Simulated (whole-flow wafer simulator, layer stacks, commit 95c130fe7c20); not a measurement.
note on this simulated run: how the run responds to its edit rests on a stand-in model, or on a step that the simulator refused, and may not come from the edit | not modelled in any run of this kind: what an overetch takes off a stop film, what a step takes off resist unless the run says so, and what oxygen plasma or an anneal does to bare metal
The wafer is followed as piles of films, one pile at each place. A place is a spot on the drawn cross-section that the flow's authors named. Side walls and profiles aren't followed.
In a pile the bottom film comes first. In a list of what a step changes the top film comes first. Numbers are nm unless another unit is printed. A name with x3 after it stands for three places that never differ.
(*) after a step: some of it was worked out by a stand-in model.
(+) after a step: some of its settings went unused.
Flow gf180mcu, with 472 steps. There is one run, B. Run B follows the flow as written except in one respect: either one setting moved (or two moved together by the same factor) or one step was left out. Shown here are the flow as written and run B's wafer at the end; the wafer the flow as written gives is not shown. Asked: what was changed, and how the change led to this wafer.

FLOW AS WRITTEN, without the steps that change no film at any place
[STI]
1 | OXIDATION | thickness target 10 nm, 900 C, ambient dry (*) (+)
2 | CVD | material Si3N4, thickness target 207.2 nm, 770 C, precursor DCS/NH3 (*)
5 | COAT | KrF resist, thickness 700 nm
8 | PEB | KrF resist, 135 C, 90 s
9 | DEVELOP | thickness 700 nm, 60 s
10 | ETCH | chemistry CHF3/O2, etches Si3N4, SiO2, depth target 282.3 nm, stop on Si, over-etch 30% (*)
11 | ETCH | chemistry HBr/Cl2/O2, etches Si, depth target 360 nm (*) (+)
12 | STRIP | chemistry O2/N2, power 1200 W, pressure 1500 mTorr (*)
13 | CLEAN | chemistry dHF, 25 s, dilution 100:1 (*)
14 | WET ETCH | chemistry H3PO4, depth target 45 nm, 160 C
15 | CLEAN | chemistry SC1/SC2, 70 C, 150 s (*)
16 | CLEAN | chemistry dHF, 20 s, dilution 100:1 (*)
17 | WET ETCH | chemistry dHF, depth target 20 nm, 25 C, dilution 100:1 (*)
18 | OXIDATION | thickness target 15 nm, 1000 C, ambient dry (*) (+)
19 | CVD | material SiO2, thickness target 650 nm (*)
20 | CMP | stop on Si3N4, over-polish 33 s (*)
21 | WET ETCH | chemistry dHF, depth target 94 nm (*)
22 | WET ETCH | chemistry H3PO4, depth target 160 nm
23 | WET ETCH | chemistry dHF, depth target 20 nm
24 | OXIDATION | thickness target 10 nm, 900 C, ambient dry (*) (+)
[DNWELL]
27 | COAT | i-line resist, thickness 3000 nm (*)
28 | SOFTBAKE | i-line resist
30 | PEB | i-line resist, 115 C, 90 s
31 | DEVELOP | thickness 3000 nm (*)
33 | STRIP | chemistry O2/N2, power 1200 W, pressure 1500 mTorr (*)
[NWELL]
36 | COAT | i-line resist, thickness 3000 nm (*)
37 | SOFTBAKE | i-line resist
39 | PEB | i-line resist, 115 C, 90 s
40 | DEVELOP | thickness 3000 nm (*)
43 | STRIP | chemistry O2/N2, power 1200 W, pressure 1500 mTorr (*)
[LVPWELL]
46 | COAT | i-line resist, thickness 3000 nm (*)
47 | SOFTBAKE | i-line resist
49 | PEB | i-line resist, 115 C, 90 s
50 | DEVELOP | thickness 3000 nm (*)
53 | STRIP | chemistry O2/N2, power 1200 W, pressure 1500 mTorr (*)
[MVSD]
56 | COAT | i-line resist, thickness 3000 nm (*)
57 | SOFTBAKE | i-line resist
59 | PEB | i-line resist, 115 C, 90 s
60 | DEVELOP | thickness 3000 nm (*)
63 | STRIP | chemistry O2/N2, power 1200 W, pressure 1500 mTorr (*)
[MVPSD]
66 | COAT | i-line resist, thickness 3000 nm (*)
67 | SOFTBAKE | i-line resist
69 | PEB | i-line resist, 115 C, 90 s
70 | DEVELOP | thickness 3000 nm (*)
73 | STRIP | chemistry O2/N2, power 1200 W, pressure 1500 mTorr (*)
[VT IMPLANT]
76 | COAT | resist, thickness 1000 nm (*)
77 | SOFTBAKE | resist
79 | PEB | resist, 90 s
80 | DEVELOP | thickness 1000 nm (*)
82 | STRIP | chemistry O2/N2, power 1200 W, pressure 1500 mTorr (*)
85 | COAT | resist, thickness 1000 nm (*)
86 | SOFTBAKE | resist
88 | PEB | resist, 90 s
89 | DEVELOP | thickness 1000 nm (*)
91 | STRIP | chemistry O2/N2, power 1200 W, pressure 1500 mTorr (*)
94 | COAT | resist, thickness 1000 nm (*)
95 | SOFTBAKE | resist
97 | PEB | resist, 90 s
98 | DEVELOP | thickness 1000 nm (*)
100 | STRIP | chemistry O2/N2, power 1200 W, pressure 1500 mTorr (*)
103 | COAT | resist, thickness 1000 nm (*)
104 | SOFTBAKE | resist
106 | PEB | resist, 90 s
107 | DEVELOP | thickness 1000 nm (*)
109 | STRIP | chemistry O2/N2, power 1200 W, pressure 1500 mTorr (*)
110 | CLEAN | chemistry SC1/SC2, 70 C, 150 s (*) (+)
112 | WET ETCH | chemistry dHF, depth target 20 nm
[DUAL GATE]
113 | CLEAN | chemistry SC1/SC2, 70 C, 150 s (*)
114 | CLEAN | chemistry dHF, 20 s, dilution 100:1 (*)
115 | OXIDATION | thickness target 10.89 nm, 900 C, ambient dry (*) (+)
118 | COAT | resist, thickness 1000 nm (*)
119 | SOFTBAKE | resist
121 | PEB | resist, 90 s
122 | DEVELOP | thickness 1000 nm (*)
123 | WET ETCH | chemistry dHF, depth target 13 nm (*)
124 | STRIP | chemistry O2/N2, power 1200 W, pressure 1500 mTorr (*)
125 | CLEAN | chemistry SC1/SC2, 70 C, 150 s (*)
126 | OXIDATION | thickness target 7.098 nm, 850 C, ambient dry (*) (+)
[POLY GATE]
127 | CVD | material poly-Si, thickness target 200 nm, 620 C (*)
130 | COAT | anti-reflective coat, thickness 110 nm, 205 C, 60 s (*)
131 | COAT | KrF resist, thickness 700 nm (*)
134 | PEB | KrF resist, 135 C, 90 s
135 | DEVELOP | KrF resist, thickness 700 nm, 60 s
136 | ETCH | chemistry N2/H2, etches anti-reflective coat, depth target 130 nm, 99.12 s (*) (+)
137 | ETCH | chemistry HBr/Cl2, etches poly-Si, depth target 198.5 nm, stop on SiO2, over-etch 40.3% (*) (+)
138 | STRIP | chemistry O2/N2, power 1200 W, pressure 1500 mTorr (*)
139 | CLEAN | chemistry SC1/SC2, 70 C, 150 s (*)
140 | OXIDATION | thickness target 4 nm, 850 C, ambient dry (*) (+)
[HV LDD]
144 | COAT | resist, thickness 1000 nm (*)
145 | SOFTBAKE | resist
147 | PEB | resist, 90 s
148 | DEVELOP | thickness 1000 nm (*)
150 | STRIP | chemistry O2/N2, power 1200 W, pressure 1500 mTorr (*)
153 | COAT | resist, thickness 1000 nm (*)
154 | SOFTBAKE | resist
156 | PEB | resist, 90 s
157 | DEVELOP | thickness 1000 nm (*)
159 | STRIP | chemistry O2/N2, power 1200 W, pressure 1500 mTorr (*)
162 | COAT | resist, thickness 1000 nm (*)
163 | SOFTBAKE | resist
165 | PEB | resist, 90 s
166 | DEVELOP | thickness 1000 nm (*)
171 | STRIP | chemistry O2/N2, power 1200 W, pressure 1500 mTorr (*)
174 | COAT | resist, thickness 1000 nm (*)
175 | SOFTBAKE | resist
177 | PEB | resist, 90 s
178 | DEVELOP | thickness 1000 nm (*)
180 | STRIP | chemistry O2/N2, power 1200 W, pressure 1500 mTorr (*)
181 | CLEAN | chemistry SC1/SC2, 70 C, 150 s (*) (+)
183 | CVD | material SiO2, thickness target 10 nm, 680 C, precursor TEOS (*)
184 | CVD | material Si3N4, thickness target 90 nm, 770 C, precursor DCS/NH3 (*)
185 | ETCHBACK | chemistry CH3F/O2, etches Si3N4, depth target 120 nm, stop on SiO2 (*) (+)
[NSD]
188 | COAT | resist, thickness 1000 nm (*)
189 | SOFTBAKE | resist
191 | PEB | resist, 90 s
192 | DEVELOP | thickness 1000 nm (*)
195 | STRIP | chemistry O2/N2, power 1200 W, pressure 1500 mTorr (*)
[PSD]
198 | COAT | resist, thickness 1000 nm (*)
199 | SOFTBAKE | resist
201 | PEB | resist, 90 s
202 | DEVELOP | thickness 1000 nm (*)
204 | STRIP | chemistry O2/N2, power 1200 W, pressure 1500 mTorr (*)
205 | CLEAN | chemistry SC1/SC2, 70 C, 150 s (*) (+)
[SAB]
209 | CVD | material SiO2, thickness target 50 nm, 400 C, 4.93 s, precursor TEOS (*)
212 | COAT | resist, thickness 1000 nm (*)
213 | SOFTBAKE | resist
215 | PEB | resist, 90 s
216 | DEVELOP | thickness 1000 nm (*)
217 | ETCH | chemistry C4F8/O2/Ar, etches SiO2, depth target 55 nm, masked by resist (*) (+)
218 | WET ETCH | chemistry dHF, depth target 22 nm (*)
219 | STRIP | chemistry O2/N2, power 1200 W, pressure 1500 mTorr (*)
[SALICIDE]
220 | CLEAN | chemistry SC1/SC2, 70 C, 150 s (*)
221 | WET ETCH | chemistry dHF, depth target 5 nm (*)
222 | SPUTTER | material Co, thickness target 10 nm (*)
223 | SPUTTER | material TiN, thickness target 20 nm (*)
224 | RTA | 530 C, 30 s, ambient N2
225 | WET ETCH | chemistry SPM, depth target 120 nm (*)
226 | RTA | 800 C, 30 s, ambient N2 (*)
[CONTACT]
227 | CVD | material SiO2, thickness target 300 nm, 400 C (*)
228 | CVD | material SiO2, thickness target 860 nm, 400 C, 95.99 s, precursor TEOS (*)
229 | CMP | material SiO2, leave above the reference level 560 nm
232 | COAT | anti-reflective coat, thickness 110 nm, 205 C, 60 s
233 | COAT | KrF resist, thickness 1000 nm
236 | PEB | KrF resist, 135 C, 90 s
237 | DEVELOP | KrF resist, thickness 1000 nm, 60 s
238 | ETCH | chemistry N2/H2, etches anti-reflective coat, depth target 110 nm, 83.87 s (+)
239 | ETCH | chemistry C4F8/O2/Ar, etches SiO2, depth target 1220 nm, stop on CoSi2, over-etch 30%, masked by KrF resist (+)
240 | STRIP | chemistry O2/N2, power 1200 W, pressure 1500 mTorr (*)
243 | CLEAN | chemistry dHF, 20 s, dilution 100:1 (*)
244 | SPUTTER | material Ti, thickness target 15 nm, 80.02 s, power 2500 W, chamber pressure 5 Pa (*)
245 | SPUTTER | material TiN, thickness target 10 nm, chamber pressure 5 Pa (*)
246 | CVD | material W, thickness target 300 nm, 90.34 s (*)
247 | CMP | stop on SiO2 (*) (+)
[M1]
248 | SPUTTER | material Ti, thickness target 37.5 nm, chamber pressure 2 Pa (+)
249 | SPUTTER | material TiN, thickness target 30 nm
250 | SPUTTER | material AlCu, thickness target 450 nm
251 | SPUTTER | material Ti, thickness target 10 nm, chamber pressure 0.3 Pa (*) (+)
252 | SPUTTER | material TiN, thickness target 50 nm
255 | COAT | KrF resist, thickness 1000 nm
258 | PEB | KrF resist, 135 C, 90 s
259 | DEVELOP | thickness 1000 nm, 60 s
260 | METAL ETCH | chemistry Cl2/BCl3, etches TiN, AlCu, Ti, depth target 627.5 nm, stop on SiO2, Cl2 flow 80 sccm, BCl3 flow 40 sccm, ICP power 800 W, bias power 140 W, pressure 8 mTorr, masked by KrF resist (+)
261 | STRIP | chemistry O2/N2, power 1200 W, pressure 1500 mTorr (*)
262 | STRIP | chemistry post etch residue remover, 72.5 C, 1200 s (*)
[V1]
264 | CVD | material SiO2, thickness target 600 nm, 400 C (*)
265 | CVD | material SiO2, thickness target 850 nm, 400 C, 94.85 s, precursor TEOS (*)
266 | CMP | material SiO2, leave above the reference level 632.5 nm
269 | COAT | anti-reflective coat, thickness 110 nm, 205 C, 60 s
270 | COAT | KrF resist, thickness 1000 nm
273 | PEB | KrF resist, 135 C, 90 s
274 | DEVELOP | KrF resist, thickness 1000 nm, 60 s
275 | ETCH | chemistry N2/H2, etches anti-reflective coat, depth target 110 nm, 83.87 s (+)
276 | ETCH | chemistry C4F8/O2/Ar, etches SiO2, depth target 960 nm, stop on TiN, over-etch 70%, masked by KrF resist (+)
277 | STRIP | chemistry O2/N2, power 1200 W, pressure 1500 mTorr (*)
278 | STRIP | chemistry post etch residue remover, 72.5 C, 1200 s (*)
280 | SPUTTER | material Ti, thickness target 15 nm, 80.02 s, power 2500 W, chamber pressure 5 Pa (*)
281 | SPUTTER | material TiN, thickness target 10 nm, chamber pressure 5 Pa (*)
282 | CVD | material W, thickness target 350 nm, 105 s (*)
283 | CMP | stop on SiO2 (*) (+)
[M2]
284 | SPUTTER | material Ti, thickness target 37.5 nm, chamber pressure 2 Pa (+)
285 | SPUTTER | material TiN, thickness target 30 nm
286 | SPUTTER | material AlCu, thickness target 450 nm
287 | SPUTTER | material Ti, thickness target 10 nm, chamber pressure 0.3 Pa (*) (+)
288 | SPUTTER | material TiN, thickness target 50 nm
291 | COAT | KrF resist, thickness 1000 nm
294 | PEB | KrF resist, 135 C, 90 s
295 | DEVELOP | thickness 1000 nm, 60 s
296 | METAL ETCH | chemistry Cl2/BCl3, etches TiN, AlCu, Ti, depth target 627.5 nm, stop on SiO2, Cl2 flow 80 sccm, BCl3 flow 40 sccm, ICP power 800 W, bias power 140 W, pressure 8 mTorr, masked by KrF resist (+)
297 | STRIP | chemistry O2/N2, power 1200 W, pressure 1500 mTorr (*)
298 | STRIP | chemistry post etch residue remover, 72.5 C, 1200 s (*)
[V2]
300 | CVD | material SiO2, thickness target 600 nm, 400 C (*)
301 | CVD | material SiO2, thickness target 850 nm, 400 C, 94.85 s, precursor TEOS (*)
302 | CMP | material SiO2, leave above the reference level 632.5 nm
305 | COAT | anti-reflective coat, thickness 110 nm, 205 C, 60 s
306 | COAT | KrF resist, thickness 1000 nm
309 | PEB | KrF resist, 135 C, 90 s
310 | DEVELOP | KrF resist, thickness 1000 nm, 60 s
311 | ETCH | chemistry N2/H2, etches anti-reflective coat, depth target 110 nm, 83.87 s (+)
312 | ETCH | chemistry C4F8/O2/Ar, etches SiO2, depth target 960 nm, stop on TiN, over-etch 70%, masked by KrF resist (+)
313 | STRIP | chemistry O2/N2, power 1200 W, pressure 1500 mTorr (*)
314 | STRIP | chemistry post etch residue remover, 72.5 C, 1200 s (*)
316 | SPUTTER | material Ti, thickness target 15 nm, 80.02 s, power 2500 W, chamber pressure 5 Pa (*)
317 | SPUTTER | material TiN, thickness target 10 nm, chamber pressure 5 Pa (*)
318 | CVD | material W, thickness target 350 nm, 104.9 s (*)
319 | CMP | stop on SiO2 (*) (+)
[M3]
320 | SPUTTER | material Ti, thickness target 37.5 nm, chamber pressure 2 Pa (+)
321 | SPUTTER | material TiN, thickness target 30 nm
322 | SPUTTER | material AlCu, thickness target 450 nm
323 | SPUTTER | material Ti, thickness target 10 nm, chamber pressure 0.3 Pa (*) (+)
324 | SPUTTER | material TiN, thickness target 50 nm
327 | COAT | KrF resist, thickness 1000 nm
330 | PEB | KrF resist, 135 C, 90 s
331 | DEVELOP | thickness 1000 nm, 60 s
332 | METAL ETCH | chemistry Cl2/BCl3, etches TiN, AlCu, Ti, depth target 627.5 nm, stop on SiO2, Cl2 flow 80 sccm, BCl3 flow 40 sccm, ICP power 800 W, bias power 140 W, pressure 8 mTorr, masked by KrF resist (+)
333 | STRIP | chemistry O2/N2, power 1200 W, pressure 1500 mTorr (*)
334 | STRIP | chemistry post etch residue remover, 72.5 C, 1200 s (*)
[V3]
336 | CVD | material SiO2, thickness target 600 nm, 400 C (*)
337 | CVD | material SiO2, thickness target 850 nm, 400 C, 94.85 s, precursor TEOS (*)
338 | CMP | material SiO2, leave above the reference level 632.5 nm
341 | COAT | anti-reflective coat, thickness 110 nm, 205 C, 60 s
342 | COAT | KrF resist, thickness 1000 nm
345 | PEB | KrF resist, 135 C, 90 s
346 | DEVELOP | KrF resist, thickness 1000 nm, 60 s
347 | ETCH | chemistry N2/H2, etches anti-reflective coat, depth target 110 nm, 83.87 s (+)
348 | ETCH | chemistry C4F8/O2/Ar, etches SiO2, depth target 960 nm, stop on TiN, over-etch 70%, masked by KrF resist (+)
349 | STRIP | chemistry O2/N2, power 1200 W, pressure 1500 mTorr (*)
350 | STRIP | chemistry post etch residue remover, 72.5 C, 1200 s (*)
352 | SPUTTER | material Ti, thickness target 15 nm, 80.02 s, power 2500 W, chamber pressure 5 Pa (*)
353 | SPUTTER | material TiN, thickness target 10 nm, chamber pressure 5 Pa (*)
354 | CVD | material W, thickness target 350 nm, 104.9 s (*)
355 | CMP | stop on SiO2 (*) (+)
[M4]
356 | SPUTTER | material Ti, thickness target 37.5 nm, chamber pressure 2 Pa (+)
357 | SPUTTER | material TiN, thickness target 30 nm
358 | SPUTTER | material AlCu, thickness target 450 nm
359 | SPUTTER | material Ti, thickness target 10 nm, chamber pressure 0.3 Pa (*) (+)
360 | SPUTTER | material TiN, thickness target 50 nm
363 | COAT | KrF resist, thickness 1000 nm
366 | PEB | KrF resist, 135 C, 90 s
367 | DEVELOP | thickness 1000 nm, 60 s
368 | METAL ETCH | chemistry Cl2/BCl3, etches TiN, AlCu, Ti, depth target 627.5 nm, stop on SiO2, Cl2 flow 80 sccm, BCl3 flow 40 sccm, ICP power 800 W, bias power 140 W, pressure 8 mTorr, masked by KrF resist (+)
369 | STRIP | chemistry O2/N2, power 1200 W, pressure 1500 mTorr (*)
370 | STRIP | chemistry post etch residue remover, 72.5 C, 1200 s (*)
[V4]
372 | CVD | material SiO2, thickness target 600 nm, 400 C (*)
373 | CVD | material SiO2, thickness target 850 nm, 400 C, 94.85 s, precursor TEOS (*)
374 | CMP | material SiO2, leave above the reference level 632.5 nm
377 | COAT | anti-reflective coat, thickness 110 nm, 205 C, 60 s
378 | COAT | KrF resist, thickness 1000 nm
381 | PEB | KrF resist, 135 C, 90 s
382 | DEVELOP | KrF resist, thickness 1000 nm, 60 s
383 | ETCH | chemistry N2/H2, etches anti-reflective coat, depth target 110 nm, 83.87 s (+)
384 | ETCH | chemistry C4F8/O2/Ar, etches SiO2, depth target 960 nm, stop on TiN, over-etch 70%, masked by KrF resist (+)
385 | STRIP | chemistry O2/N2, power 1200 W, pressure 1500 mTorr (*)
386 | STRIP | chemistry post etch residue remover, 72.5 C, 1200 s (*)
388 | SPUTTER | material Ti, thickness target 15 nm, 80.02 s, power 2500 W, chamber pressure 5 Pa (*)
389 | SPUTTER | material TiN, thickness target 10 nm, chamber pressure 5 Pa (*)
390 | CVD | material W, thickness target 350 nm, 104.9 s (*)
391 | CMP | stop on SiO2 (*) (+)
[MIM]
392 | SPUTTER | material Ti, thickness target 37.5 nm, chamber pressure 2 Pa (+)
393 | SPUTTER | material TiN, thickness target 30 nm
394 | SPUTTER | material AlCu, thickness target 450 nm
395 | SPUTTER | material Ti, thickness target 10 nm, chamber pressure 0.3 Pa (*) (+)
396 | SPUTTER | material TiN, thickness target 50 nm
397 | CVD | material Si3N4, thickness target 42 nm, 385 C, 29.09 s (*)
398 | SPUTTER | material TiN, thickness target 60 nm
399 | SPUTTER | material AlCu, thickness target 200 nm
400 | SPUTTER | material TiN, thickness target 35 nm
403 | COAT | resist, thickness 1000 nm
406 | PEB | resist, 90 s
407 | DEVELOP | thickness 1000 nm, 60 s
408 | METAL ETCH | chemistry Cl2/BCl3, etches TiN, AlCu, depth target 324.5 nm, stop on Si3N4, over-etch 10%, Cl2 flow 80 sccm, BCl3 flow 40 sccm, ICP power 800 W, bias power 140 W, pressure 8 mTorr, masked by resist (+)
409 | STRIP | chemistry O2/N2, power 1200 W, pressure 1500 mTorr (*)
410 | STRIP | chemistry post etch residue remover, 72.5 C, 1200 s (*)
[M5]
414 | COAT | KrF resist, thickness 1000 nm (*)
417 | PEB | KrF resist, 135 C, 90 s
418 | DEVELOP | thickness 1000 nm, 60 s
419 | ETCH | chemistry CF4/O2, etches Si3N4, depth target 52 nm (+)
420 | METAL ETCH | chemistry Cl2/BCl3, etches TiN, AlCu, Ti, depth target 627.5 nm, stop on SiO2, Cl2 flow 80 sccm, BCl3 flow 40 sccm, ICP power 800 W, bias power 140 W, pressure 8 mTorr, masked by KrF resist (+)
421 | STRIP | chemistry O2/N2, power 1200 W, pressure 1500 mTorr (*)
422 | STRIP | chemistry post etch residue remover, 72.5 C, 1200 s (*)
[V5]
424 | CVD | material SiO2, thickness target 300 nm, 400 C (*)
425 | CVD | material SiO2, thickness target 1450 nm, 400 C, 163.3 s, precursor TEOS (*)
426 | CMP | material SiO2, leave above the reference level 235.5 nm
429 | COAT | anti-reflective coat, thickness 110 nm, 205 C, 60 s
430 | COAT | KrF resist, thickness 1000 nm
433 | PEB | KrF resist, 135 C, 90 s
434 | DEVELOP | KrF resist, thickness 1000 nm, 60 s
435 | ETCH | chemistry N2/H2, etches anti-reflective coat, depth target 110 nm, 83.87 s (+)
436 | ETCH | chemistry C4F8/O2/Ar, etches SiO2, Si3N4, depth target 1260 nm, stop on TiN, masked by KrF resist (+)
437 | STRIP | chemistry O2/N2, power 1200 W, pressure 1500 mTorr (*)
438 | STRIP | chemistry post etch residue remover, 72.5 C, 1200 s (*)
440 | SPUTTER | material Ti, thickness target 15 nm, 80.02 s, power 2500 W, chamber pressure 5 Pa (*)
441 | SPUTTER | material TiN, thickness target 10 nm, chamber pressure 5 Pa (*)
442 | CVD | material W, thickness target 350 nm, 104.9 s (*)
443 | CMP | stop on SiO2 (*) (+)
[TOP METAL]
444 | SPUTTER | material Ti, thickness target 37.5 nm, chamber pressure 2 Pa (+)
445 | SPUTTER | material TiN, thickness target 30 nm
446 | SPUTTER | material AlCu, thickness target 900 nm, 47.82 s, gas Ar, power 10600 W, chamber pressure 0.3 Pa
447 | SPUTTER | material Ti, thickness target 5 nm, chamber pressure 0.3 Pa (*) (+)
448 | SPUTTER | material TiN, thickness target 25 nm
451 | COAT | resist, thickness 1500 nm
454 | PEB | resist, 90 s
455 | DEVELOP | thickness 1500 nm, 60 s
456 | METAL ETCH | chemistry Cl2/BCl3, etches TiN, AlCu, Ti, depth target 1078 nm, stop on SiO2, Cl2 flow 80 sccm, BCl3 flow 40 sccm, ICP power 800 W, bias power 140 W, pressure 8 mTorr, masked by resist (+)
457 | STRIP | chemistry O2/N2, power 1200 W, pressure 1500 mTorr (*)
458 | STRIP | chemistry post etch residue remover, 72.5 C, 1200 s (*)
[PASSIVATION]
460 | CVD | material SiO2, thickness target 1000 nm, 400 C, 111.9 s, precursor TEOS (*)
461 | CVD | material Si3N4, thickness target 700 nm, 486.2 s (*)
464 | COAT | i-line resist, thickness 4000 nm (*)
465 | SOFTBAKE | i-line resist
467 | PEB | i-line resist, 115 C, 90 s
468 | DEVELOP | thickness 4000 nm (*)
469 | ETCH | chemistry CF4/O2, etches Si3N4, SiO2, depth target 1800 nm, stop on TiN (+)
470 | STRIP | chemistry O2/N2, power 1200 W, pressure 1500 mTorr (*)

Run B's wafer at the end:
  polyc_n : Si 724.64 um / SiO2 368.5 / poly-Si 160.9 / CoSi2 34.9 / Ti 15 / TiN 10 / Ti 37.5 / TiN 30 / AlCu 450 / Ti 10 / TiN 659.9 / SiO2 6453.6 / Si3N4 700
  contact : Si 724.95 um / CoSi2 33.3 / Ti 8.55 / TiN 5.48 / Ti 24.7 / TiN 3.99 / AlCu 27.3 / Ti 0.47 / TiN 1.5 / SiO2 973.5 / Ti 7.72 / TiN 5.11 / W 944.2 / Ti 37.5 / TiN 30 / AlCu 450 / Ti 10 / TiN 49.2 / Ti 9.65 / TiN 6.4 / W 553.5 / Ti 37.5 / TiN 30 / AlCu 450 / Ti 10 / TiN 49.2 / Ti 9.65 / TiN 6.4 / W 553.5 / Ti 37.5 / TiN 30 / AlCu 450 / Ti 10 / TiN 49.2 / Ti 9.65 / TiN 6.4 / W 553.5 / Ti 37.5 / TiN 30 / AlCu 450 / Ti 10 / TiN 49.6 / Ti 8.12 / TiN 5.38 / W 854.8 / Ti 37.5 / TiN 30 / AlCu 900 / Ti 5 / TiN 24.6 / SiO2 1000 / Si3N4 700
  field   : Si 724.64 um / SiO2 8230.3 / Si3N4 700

Cause: step 246, CVD: material W, thickness target 300 nm, 90.34 s (*), was skipped.

How this came from the change, step by step:
  247 | CMP | stop on SiO2 (*) (+)
      field, field__w1, field__w2 and 105 more: TiN loses 10 (all of it), Ti loses 15 (all of it), SiO2 loses 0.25 (as written it would have been: W loses 300 (all of it), TiN loses 10 (all of it), Ti loses 15 (all of it), SiO2 loses 3.29)
      contact, polyc_n, polyc_p: nothing (as written it would have been: W loses 328.3)
  248 | SPUTTER | material Ti, thickness target 37.5 nm, chamber pressure 2 Pa (+)
      contact: Ti gains 24.7 (new film) (as written it would have been: Ti gains 37.5 (new film))
  249 | SPUTTER | material TiN, thickness target 30 nm
      contact: TiN gains 3.99 (new film) (as written it would have been: TiN gains 30 (new film))
  250 | SPUTTER | material AlCu, thickness target 450 nm
      contact: AlCu gains 27.3 (new film) (as written it would have been: AlCu gains 450 (new film))
  251 | SPUTTER | material Ti, thickness target 10 nm, chamber pressure 0.3 Pa (*) (+)
      contact: Ti gains 0.47 (new film) (as written it would have been: Ti gains 10 (new film))
  252 | SPUTTER | material TiN, thickness target 50 nm
      polyc_n, polyc_p: TiN gains 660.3 (new film) (as written it would have been: TiN gains 50 (new film))
      contact: TiN gains 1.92 (new film) (as written it would have been: TiN gains 50 (new film))
  255 | COAT | KrF resist, thickness 1000 nm
      field__w1: KrF resist gains 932 (new film) (as written it would have been: KrF resist gains 1000 (new film))
      field__w8: KrF resist gains 928.9 (new film) (as written it would have been: KrF resist gains 1000 (new film))
      (also at 11 further places)
  258 | PEB | KrF resist, 135 C, 90 s
      field__w1: KrF resist loses 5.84 (as written it would have been: KrF resist loses 6.68)
      field__w8: KrF resist loses 5.8 (as written it would have been: KrF resist loses 6.68)
      (also at 5 further places)
  259 | DEVELOP | thickness 1000 nm, 60 s
      field__w1: KrF resist loses 926.2 (all of it) (as written it would have been: KrF resist loses 993.3 (all of it))
      n_well: KrF resist loses 952.2 (all of it) (as written it would have been: KrF resist loses 993.3 (all of it))
      (also at 3 further places)
  261 | STRIP | chemistry O2/N2, power 1200 W, pressure 1500 mTorr (*)
      field__w8: KrF resist loses 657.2 (all of it) (as written it would have been: KrF resist loses 727.4 (all of it))
      contact: KrF resist loses 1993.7 (all of it) (as written it would have been: KrF resist loses 727.4 (all of it))
      (also at 6 further places)
  264 | CVD | material SiO2, thickness target 600 nm, 400 C (*)
      contact: SiO2 gains 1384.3 (new film) (as written it would have been: SiO2 gains 600 (new film))
  266 | CMP | material SiO2, leave above the reference level 632.5 nm
      contact: SiO2 loses 300 (as written it would have been: SiO2 loses 877.1)
  276 | ETCH | chemistry C4F8/O2/Ar, etches SiO2, depth target 960 nm, stop on TiN, over-etch 70%, masked by KrF resist (+)
      contact: SiO2 loses 960 (as written it would have been: SiO2 loses 572.1 (all of it))
  280 | SPUTTER | material Ti, thickness target 15 nm, 80.02 s, power 2500 W, chamber pressure 5 Pa (*)
      contact: Ti gains 7.72 (new film) (as written it would have been: Ti gains 9.65 (new film))
  281 | SPUTTER | material TiN, thickness target 10 nm, chamber pressure 5 Pa (*)
      contact: TiN gains 5.11 (new film) (as written it would have been: TiN gains 6.4 (new film))
  282 | CVD | material W, thickness target 350 nm, 105 s (*)
      contact: W gains 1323 (new film) (as written it would have been: W gains 932.3 (new film))
Taking metal films that touch as one body, contact has 2 bodies (between them, from the top down: SiO2 973.5); the flow as written gives 1 body.
